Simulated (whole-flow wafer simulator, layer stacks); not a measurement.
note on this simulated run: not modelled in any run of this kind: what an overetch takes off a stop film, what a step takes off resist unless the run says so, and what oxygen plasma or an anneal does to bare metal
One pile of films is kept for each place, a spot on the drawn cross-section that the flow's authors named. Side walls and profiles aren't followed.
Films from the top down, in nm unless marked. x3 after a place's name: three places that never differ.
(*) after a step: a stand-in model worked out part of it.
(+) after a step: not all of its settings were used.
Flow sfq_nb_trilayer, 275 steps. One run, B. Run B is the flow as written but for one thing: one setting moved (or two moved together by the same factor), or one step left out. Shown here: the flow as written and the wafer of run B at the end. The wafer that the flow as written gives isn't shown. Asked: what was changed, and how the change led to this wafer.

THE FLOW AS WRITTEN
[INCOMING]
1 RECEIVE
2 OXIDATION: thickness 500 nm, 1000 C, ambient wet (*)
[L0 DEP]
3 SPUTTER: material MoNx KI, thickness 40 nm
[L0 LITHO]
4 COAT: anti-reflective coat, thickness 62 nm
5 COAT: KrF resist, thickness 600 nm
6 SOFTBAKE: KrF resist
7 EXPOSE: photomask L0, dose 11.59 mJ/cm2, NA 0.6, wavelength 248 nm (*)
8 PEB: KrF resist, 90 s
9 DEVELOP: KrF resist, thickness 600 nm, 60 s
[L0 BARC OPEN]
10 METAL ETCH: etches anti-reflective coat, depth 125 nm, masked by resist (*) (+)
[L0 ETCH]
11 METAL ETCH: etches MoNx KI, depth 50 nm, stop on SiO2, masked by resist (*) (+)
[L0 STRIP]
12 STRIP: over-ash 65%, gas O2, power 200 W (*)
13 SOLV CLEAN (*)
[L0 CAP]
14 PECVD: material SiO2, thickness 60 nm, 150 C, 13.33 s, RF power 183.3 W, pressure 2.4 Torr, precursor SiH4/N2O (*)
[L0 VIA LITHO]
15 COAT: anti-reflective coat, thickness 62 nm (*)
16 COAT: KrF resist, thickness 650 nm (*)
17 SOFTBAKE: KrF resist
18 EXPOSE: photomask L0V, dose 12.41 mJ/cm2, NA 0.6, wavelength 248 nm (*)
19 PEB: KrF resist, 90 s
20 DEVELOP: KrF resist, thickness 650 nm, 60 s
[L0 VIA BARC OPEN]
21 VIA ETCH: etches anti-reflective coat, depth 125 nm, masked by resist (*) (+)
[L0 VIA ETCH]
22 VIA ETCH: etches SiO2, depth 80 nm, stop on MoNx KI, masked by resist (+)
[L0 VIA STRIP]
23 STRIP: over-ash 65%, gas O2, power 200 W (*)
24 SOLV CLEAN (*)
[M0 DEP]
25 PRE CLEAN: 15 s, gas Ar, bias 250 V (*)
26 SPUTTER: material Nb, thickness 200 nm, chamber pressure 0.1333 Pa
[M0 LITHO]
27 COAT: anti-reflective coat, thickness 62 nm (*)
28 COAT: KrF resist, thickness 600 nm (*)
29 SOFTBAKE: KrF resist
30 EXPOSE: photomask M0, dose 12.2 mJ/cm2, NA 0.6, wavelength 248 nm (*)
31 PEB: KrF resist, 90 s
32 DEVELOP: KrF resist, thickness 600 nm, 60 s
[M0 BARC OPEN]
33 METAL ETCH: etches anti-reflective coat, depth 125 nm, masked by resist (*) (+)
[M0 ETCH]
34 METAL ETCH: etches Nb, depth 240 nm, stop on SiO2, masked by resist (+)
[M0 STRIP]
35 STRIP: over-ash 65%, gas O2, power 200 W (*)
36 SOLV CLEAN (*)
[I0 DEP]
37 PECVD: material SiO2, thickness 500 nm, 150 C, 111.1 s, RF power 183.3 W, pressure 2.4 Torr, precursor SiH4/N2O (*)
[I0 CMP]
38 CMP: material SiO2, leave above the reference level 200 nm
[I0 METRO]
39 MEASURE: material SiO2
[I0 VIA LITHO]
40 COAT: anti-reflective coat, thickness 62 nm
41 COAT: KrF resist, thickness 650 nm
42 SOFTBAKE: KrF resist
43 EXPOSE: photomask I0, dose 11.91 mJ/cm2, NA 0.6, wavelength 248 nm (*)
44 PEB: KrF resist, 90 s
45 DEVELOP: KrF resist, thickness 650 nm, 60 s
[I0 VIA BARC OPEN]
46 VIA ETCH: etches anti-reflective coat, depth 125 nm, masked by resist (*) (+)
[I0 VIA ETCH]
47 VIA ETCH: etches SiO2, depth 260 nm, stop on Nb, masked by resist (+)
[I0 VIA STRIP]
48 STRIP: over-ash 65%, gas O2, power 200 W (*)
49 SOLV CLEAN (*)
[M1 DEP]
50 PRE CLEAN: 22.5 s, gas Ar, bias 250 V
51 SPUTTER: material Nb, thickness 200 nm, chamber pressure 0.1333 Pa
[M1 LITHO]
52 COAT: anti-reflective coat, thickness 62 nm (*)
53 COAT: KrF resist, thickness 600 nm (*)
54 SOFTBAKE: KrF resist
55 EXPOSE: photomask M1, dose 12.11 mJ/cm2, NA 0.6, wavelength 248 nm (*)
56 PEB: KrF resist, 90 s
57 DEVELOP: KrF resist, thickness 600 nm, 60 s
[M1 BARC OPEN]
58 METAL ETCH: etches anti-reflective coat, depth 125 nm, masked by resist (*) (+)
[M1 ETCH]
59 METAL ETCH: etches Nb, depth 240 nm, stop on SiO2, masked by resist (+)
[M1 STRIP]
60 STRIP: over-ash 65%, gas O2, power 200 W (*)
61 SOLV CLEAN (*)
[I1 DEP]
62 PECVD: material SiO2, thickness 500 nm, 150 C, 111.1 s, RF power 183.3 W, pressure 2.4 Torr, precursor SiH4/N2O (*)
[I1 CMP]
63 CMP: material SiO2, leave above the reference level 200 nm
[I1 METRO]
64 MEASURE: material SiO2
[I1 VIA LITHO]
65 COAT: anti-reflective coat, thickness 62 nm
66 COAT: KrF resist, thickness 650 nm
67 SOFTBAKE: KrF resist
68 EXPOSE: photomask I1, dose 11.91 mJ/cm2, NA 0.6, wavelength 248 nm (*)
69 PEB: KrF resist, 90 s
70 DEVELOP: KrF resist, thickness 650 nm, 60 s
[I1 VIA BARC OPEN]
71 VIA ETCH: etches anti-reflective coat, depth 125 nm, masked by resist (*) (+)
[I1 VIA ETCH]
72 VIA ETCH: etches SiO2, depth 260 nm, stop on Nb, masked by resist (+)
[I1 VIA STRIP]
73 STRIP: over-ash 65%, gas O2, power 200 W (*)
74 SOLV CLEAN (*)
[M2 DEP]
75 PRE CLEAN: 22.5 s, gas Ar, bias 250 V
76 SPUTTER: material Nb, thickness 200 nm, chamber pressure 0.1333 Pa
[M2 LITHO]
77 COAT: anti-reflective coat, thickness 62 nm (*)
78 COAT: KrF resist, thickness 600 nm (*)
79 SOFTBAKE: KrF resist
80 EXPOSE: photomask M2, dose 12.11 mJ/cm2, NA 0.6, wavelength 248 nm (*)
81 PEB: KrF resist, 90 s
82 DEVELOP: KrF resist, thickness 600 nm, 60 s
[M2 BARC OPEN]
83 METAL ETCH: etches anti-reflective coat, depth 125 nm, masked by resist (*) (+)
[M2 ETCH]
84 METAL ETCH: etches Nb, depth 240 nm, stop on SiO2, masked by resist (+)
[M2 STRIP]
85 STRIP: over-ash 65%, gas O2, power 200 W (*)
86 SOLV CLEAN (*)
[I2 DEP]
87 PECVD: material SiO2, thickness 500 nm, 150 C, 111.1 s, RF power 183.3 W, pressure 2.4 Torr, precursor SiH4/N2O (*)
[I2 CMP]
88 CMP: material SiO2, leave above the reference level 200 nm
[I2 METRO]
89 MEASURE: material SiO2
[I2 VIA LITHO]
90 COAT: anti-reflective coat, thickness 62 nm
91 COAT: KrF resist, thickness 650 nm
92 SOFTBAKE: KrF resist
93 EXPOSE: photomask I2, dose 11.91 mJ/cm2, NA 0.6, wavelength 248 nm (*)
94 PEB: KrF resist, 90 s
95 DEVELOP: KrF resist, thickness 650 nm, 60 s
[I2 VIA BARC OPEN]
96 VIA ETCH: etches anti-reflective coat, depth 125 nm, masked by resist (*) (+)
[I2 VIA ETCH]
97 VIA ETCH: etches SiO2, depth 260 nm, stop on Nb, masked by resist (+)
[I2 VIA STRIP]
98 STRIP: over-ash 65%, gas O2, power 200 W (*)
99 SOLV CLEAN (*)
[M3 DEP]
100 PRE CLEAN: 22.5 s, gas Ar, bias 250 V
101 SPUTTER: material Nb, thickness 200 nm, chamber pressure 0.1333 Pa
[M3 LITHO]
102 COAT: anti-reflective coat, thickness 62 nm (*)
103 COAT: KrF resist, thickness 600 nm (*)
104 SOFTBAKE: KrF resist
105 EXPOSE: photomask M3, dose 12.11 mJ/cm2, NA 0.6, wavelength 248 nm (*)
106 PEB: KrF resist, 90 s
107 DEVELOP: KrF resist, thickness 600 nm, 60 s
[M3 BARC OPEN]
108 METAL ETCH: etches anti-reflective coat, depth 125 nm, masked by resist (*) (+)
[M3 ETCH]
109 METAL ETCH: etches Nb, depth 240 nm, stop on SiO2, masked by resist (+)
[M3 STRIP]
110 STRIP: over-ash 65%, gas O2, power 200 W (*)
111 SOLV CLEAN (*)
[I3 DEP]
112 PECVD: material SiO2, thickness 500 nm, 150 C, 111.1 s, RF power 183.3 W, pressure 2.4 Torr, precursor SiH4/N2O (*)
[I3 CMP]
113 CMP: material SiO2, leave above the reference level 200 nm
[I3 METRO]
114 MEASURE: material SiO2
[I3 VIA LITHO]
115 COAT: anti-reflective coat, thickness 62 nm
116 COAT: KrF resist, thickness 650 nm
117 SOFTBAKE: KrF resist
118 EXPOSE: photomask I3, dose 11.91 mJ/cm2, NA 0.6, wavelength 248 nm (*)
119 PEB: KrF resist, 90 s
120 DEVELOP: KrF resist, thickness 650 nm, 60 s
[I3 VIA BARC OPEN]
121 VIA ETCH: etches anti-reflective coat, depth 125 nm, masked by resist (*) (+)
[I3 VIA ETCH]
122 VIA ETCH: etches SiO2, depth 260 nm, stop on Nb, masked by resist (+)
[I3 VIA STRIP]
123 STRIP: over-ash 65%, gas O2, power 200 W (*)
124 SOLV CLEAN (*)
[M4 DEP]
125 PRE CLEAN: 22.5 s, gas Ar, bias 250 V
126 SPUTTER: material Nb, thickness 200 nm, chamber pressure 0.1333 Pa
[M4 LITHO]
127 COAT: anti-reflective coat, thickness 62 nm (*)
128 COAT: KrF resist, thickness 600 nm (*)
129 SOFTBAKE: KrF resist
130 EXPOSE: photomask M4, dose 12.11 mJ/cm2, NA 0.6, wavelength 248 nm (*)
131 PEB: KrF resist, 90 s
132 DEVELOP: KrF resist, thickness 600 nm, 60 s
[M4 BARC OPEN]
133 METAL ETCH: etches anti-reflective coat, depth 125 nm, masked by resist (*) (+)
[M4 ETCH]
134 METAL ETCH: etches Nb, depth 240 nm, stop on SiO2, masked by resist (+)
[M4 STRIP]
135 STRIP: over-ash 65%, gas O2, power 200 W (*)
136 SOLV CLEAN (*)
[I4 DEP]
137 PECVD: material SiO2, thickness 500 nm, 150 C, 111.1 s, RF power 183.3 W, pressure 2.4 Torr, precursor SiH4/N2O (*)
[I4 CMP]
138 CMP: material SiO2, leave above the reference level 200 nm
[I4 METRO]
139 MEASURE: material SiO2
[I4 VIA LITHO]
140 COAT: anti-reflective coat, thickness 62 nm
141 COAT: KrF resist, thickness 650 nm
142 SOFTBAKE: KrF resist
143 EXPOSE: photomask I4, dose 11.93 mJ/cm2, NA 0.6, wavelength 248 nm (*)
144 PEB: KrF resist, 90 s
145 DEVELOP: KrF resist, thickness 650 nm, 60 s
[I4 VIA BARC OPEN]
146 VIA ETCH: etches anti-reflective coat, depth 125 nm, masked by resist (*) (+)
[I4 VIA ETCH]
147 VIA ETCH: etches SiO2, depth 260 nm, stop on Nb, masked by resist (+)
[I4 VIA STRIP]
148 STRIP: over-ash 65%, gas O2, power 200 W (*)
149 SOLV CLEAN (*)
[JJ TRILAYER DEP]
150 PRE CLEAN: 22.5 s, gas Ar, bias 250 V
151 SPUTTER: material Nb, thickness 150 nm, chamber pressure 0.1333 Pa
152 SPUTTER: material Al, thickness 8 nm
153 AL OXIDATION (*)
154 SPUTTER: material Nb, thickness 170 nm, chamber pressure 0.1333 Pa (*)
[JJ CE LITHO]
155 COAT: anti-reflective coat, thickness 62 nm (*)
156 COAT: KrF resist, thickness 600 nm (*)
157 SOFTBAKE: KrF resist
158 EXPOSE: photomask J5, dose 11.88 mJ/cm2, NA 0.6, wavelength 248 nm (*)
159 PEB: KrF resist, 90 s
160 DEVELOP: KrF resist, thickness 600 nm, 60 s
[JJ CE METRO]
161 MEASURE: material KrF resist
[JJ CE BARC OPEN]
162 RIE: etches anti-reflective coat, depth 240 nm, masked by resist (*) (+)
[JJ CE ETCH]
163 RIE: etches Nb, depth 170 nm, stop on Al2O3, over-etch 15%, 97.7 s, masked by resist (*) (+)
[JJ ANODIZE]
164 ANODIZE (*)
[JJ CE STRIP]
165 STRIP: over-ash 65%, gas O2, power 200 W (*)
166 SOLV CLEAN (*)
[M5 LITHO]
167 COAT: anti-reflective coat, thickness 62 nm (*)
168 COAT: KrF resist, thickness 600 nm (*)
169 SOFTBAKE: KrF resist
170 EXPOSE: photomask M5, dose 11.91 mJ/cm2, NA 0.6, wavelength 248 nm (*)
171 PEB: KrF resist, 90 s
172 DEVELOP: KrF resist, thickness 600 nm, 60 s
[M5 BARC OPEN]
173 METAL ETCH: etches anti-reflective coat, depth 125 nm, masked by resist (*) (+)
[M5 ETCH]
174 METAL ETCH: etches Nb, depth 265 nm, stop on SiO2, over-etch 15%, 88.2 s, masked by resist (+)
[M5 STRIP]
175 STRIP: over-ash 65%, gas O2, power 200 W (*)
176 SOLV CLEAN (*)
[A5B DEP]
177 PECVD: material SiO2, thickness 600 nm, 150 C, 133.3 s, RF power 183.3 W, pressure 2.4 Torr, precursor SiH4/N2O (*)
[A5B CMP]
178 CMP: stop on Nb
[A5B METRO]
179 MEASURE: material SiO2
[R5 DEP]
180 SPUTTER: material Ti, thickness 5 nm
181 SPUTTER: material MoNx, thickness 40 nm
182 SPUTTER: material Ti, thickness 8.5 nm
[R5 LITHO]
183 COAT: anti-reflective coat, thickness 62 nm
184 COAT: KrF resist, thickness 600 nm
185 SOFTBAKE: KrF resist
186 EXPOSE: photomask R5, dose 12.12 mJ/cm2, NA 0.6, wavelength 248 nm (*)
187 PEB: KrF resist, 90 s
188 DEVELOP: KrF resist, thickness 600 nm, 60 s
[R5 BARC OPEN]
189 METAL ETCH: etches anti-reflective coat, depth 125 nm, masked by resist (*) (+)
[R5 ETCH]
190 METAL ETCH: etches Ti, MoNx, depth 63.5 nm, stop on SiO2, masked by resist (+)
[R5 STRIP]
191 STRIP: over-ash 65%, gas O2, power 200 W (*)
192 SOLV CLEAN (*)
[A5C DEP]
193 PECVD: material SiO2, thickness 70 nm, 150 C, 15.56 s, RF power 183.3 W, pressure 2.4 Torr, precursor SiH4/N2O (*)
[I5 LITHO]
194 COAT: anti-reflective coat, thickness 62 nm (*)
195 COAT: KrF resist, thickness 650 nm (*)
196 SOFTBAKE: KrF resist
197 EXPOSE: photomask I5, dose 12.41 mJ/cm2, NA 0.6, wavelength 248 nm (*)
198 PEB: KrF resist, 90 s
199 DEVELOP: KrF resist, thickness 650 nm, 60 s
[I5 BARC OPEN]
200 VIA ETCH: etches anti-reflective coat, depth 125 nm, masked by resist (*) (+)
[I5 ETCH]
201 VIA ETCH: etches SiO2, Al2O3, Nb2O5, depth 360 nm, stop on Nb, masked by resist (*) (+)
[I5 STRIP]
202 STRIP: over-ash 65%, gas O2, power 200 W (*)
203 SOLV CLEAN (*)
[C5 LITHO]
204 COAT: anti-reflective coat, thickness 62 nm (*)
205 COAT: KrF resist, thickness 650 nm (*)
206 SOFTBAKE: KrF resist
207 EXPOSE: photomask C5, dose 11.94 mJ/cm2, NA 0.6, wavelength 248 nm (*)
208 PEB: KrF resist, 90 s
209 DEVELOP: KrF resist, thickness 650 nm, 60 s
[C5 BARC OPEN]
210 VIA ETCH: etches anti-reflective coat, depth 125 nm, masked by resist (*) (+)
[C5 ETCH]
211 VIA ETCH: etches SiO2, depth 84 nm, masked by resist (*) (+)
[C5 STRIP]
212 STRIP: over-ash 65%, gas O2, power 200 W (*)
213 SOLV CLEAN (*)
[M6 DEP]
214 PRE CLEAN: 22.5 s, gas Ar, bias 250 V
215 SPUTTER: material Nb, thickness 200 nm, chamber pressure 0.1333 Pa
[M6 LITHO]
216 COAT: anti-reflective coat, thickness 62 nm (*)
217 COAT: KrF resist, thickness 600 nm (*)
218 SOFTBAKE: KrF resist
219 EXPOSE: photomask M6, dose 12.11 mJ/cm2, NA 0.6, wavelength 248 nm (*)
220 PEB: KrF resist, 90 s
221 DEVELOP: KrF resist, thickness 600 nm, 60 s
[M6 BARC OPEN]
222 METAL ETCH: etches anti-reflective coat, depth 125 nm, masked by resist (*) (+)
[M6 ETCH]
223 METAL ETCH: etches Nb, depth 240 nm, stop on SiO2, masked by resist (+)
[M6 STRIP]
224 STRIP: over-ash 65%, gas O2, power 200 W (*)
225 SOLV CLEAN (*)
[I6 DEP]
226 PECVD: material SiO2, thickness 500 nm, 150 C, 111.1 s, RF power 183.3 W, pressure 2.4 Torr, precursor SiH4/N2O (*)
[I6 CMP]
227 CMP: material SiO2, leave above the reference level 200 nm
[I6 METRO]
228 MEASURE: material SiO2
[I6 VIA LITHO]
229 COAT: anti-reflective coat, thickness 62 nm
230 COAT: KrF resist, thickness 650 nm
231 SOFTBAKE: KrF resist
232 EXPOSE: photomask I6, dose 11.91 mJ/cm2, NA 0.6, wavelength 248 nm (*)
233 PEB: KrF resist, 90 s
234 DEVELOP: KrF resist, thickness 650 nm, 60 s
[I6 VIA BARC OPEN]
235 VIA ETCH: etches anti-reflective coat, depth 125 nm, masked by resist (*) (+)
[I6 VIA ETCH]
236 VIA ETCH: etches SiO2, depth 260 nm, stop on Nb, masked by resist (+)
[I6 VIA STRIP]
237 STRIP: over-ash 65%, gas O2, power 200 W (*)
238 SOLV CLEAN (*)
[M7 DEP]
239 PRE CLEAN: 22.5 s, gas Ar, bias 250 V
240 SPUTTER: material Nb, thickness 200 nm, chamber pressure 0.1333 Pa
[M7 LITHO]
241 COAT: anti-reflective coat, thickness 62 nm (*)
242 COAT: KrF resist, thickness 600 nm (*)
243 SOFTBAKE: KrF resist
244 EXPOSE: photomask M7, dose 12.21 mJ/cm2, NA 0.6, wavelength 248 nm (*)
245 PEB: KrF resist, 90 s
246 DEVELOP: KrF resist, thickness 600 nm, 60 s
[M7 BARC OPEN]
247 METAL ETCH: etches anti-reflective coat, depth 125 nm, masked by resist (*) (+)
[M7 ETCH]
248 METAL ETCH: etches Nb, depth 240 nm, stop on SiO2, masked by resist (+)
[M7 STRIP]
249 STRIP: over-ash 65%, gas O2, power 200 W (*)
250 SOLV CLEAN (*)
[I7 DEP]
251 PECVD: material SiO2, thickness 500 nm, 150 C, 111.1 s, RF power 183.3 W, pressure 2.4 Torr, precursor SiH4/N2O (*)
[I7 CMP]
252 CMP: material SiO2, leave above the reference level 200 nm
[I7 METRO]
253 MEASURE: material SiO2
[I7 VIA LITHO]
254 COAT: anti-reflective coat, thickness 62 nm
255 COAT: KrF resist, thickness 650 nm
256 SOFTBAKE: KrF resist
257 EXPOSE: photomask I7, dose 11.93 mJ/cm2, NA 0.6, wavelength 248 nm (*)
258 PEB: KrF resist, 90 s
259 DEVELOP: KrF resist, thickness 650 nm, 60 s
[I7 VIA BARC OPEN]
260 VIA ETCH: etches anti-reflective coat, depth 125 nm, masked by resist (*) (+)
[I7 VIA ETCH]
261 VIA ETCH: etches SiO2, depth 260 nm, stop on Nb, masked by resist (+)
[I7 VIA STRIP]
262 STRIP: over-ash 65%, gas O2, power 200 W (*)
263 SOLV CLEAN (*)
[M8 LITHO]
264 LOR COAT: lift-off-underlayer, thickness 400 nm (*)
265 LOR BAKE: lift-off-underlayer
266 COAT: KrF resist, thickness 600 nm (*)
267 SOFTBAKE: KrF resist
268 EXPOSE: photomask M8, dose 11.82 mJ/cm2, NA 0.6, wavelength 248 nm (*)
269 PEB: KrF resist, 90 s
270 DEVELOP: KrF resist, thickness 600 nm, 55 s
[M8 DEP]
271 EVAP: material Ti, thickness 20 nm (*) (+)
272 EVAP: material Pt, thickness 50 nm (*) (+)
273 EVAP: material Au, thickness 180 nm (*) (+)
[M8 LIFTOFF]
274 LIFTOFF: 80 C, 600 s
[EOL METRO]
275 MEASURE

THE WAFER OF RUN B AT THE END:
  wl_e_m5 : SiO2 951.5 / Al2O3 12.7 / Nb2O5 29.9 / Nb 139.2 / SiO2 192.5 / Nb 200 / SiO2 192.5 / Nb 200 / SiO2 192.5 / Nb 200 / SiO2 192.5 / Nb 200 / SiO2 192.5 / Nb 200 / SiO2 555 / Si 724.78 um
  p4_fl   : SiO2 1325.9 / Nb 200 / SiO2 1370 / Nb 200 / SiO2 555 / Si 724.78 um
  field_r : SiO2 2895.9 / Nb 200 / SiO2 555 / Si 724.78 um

The cause: step 240, SPUTTER: thickness 150 nm was run, where the flow has thickness 200 nm.

How the change led to this, step by step:
  240 SPUTTER: material Nb, thickness 200 nm, chamber pressure 0.1333 Pa
      field_l, v_sur, via_wl and 102 more: Nb +150 (new film) (as written it would be: Nb +200 (new film))
      via_v: Nb +120.7 (as written it would be: Nb +161.1)
  241 COAT: anti-reflective coat, thickness 62 nm (*)
      via_v: anti-reflective coat +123 (new film) (as written it would be: anti-reflective coat +126 (new film))
  248 METAL ETCH: etches Nb, depth 240 nm, stop on SiO2, masked by resist (+)
      field_l, field_r, lsp_l and 62 more: Nb -150 (all of it) (as written it would be: Nb -200 (all of it))
      v_sur, via_wl, via_w and 38 more: KrF resist -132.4 (as written it would be: KrF resist -141.2)
  249 STRIP: over-ash 65%, gas O2, power 200 W (*)
      wl_j_sl, wl_jj, wl_j_sr and 14 more: KrF resist -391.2 (all of it), anti-reflective coat -62 (all of it) (as written it would be: KrF resist -382.4 (all of it), anti-reflective coat -62 (all of it))
      lsp_m, ln_m6, lsp_r: KrF resist -390.8 (all of it), anti-reflective coat -61.8 (all of it) (as written it would be: KrF resist -381.9 (all of it), anti-reflective coat -61.8 (all of it))
      (and at 21 more places)
  251 PECVD: material SiO2, thickness 500 nm, 150 C, 111.1 s, RF power 183.3 W, pressure 2.4 Torr, precursor SiH4/N2O (*)
      m7r_space_l x2: SiO2 +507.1 (as written it would be: SiO2 +557.1)
      via_v: SiO2 +606.1 (new film) (as written it would be: SiO2 +621 (new film))
  252 CMP: material SiO2, leave above the reference level 200 nm
      field_l, p4_fl, p4_fm and 56 more: SiO2 -150 (as written it would be: SiO2 -100)
      field_r, lsp_l: SiO2 -133.2 (as written it would be: SiO2 -77.7)
      (and at 3 more places)
